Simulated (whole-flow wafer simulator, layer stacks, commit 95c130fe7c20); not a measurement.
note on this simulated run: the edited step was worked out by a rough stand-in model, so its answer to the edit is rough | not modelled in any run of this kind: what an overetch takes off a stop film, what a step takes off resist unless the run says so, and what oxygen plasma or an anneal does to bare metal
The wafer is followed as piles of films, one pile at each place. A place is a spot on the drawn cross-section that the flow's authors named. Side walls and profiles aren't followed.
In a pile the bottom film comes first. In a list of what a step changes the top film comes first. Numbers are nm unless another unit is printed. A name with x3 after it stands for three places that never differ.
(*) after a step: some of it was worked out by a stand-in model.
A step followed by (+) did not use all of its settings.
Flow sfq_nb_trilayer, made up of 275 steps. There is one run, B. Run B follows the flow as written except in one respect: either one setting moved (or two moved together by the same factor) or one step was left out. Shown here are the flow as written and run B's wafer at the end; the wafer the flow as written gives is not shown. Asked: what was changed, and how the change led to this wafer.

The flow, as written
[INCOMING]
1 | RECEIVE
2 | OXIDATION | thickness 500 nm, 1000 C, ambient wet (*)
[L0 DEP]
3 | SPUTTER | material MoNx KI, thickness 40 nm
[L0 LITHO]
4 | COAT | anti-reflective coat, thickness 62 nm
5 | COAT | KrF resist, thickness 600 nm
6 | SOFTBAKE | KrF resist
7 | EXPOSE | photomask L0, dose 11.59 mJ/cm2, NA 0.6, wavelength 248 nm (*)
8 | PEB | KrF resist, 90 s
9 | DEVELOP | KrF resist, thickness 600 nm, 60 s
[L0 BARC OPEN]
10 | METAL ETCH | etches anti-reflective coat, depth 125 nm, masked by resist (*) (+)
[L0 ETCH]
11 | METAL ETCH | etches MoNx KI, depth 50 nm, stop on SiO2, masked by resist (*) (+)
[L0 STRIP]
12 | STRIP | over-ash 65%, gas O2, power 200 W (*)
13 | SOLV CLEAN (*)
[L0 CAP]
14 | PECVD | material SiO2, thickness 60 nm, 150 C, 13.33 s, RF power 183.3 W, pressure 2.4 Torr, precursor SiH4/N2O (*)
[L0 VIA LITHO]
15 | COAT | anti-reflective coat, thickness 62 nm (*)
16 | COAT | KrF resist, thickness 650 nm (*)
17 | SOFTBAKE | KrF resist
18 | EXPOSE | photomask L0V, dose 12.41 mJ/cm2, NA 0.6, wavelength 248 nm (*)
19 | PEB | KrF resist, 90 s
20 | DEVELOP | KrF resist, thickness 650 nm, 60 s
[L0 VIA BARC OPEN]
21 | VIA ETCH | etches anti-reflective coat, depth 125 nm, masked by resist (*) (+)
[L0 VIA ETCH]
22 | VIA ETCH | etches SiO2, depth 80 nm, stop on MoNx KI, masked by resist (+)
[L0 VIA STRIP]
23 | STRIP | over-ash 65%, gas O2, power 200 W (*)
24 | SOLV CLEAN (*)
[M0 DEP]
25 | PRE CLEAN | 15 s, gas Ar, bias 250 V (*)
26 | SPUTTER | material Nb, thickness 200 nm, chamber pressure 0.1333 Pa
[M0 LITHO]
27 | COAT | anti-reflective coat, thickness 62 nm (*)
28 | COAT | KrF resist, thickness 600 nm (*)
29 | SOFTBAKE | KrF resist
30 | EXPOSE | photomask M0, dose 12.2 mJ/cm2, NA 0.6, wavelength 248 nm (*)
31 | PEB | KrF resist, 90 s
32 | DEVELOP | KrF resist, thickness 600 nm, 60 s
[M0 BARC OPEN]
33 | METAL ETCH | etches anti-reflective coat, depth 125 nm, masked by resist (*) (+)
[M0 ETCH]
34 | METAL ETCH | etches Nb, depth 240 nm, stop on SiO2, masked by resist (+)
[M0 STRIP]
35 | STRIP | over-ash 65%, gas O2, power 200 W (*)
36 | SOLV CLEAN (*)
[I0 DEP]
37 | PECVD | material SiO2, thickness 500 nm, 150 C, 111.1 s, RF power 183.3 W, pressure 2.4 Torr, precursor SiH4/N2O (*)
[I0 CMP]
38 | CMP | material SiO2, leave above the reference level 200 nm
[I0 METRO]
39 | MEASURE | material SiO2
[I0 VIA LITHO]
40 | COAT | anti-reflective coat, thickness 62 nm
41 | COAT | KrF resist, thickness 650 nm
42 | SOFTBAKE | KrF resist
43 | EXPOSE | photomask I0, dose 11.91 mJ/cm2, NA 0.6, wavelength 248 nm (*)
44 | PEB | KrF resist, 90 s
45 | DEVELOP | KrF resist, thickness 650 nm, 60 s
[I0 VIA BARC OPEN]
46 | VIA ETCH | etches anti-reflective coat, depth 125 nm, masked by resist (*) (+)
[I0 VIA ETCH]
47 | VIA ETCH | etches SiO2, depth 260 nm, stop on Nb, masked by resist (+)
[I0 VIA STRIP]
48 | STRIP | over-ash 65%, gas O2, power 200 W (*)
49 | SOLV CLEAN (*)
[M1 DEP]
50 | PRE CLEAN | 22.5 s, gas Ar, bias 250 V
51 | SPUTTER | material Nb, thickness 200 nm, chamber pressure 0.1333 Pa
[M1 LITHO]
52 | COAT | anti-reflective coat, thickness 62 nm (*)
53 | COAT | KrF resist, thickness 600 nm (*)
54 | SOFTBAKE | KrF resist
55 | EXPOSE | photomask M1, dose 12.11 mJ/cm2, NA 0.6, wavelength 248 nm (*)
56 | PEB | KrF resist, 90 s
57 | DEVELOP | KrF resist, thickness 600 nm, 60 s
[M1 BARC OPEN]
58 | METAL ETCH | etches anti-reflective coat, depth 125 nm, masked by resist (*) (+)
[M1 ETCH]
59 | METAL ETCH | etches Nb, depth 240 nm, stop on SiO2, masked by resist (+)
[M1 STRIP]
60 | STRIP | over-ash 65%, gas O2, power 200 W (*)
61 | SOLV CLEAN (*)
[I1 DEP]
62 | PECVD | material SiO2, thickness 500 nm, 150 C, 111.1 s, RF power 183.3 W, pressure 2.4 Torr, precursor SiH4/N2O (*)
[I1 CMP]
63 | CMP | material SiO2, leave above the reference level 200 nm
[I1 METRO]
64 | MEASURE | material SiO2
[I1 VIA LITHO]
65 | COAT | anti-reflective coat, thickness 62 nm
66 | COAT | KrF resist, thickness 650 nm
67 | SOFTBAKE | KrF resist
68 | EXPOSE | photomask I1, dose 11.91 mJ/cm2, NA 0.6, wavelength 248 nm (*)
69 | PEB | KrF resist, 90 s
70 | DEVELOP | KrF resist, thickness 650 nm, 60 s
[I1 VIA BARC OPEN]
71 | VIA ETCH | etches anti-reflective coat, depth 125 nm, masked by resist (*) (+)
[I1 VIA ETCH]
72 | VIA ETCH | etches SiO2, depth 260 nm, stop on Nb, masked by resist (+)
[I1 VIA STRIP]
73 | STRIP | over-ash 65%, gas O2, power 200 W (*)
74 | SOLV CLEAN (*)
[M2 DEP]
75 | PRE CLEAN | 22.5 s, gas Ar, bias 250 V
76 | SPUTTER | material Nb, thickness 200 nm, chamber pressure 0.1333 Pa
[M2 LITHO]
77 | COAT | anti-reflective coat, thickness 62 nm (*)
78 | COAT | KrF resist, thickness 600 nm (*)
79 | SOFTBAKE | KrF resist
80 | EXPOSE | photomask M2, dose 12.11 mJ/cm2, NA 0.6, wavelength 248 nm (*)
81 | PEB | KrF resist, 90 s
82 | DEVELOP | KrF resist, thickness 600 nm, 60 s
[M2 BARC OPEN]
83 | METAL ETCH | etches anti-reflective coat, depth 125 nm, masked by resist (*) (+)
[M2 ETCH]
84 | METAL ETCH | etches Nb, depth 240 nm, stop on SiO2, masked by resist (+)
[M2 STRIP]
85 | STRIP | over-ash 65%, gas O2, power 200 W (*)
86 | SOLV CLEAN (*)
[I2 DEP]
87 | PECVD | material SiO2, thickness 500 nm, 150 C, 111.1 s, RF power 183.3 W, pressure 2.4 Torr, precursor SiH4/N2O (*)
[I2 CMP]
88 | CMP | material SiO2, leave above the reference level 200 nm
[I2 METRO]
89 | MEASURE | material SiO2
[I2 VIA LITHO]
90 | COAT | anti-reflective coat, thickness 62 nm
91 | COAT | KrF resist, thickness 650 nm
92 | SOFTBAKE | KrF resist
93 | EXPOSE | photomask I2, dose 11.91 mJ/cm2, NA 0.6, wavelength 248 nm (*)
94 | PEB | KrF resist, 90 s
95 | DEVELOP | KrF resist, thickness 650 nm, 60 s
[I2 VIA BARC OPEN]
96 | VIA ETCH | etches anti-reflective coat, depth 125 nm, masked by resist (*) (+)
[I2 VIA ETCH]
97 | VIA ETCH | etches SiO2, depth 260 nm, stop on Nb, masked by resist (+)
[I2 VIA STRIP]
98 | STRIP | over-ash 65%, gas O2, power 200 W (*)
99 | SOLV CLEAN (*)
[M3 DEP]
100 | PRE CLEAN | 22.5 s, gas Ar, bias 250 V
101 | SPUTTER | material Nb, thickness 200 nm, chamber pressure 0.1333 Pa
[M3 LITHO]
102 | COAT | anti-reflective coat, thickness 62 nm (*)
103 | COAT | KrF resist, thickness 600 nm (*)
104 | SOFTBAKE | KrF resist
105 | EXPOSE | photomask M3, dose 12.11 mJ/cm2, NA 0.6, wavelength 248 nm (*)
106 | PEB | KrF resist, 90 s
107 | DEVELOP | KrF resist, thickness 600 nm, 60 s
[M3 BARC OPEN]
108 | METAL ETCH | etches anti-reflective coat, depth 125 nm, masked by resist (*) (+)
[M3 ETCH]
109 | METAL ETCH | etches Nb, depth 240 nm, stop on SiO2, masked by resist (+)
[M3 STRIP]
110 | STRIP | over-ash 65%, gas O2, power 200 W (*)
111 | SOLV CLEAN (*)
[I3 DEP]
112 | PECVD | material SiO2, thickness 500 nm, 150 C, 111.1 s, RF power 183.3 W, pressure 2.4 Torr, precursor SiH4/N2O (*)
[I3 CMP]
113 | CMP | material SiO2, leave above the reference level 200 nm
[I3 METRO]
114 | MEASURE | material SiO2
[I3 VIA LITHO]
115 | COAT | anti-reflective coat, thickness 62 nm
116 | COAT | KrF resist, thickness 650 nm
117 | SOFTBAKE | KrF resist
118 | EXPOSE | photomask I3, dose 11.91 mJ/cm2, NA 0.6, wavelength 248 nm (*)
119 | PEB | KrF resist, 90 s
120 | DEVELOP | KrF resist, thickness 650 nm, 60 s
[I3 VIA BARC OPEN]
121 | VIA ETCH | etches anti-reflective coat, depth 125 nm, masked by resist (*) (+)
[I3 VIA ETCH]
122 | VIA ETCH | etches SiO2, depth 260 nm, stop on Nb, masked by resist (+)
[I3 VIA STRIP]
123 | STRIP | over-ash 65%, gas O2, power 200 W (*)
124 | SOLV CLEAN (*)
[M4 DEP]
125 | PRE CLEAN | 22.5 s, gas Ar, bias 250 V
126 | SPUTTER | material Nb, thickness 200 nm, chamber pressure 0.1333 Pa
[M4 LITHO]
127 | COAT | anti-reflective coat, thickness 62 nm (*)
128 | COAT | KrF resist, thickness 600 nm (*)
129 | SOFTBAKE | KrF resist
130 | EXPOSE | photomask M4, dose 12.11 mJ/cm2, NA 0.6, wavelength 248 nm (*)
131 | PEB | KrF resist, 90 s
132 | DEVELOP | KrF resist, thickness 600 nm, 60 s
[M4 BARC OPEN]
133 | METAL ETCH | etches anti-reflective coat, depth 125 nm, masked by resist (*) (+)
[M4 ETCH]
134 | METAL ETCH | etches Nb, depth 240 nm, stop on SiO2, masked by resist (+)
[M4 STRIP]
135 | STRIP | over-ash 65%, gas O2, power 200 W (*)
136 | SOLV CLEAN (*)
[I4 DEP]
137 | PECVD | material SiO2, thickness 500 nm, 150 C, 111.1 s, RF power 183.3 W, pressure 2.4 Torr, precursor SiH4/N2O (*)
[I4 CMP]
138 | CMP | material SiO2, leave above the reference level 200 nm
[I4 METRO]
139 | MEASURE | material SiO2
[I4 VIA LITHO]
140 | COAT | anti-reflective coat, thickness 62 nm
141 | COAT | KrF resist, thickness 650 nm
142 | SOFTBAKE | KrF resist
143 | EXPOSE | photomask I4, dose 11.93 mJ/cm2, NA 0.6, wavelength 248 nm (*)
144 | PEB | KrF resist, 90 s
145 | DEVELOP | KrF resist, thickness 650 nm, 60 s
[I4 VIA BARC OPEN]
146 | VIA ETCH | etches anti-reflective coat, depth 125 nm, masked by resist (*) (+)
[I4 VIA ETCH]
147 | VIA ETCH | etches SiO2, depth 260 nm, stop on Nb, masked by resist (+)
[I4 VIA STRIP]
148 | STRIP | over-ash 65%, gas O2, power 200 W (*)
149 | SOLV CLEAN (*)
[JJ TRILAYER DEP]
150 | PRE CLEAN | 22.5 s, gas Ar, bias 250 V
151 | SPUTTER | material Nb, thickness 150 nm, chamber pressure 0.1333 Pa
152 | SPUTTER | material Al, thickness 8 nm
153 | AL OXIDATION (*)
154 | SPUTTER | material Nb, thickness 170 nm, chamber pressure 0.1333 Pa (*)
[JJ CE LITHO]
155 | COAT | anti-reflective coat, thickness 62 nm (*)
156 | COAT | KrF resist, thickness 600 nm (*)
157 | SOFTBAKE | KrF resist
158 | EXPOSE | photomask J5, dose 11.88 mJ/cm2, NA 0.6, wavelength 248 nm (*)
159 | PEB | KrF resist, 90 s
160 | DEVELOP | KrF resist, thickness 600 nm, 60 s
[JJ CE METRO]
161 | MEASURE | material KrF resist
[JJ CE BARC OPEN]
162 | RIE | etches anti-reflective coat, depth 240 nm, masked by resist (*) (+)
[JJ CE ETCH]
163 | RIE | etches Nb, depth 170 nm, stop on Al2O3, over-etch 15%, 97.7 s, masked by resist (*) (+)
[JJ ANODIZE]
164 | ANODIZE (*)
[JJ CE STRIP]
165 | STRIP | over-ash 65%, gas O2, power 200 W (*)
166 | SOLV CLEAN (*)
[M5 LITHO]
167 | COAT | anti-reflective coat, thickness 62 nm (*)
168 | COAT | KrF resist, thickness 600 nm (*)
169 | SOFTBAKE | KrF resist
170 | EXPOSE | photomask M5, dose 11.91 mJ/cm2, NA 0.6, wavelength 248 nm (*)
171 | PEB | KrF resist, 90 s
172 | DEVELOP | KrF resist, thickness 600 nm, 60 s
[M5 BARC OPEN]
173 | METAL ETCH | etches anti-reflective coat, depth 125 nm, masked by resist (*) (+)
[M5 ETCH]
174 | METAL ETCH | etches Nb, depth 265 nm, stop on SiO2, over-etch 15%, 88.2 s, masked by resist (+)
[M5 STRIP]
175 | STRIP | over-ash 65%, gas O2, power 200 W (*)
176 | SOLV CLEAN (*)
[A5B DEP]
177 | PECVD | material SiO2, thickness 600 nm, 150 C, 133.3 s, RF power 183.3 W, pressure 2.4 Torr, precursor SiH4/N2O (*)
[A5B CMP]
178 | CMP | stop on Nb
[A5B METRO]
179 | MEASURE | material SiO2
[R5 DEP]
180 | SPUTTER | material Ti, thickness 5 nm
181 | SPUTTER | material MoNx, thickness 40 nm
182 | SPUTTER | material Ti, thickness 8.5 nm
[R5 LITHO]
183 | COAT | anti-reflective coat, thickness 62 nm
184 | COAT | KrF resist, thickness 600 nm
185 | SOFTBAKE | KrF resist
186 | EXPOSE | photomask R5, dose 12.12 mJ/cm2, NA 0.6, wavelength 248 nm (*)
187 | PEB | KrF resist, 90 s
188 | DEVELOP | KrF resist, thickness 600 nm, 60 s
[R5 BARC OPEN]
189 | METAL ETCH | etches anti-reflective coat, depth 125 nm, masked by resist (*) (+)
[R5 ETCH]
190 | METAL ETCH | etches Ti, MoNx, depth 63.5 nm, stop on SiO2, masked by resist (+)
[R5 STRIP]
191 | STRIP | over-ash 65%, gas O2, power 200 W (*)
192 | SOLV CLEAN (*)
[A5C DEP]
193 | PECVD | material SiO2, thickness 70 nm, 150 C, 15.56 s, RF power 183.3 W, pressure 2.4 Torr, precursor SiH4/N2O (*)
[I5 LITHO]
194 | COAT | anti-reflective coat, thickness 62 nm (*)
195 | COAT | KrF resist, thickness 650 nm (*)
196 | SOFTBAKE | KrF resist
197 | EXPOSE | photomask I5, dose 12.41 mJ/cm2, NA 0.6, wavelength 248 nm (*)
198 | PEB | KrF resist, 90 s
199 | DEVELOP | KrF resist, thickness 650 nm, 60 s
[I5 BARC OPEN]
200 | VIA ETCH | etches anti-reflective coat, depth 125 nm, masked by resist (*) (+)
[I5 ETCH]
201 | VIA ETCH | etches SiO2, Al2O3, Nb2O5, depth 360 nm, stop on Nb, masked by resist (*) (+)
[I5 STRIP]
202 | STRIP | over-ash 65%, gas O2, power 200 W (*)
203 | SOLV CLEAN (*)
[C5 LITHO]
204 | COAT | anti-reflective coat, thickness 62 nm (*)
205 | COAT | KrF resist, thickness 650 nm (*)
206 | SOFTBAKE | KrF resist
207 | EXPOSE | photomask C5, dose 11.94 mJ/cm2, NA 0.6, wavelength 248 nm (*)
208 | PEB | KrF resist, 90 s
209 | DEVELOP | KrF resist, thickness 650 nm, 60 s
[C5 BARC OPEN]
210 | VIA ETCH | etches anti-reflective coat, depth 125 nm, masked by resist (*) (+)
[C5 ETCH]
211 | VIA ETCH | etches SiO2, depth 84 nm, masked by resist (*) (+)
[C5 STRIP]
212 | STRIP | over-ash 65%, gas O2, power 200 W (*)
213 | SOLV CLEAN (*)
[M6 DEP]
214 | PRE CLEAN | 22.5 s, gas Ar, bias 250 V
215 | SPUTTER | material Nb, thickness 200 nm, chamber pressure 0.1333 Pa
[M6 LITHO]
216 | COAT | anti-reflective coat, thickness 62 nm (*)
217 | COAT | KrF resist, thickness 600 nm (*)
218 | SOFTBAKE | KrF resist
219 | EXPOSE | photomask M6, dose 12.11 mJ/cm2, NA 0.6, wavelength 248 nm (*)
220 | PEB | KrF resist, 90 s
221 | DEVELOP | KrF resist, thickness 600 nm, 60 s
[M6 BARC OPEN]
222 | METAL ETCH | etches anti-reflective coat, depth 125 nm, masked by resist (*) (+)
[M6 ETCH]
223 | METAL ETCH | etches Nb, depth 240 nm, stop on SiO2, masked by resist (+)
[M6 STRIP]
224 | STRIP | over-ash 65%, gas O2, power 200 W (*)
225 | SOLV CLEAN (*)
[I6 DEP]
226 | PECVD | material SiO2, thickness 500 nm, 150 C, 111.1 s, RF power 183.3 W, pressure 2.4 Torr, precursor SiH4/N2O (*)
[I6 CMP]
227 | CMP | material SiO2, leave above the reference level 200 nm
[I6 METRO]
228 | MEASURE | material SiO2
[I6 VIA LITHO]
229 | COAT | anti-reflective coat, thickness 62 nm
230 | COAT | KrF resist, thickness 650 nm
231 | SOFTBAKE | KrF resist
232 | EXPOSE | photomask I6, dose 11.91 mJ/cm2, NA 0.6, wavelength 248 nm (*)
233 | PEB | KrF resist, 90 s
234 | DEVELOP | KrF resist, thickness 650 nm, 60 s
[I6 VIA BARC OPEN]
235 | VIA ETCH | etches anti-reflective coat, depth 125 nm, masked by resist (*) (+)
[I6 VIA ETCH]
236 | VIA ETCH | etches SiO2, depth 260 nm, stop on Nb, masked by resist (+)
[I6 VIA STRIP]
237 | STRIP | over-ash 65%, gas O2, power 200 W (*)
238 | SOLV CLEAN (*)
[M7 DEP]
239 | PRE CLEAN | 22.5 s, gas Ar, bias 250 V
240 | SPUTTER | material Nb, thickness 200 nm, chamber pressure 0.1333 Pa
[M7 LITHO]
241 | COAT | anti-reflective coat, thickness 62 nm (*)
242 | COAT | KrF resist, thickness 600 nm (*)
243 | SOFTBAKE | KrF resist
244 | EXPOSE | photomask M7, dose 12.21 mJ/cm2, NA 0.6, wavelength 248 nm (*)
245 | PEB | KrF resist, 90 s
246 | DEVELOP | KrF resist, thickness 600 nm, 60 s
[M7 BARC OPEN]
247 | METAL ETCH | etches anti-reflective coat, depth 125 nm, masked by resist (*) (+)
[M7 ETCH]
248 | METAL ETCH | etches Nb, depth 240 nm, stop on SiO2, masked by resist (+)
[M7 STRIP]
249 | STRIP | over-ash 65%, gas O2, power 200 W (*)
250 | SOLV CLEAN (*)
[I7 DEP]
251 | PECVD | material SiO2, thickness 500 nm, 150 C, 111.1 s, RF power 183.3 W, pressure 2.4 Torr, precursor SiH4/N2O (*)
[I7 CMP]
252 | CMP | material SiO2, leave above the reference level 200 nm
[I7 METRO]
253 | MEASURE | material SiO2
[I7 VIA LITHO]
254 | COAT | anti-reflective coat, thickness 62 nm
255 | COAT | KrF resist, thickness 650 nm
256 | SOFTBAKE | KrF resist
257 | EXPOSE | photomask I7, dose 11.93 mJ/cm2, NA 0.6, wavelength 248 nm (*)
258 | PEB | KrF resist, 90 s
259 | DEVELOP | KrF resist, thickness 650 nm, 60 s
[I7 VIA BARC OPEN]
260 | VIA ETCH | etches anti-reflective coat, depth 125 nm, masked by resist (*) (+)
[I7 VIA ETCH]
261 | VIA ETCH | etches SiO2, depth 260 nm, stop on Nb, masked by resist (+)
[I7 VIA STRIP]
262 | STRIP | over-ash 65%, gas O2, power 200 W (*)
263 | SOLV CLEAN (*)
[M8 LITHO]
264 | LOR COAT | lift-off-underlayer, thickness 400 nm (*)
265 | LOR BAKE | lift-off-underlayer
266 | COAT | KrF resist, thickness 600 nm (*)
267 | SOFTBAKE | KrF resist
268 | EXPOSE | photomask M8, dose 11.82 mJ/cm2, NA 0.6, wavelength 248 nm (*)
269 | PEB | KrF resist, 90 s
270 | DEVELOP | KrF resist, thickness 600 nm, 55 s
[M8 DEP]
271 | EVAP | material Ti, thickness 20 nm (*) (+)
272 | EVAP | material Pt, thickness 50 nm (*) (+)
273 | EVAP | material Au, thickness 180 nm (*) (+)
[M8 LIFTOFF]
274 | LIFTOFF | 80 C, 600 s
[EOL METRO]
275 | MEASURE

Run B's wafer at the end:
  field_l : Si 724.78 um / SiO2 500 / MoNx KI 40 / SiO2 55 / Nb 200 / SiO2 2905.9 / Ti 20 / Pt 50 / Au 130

Cause: step 273, EVAP: thickness 130 nm was run, though the flow has thickness 180 nm.
One can read it off the wafer: field_l has Au 130, and step 273 as written asks for 180 nm.

How this came from the change, step by step:
  273 | EVAP | material Au, thickness 180 nm (*) (+)
      field_l, v_sur, via_wl and 103 more: +130 Au (new film) (as written it would have been: +180 Au (new film))
  274 | LIFTOFF | 80 C, 600 s
      p4_fl, p4_fm, p4_w1 and 71 more: -130 Au (all of it), -50 Pt (all of it), -20 Ti (all of it), -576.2 KrF resist (all of it), -400 lift-off-underlayer (all of it) (as written it would have been: -180 Au (all of it), -50 Pt (all of it), -20 Ti (all of it), -576.2 KrF resist (all of it), -400 lift-off-underlayer (all of it))
      c5j, ce_r: -130 Au (all of it), -50 Pt (all of it), -20 Ti (all of it), -573.3 KrF resist (all of it), -399.3 lift-off-underlayer (all of it) (as written it would have been: -180 Au (all of it), -50 Pt (all of it), -20 Ti (all of it), -573.3 KrF resist (all of it), -399.3 lift-off-underlayer (all of it))
      (also at 19 further places)
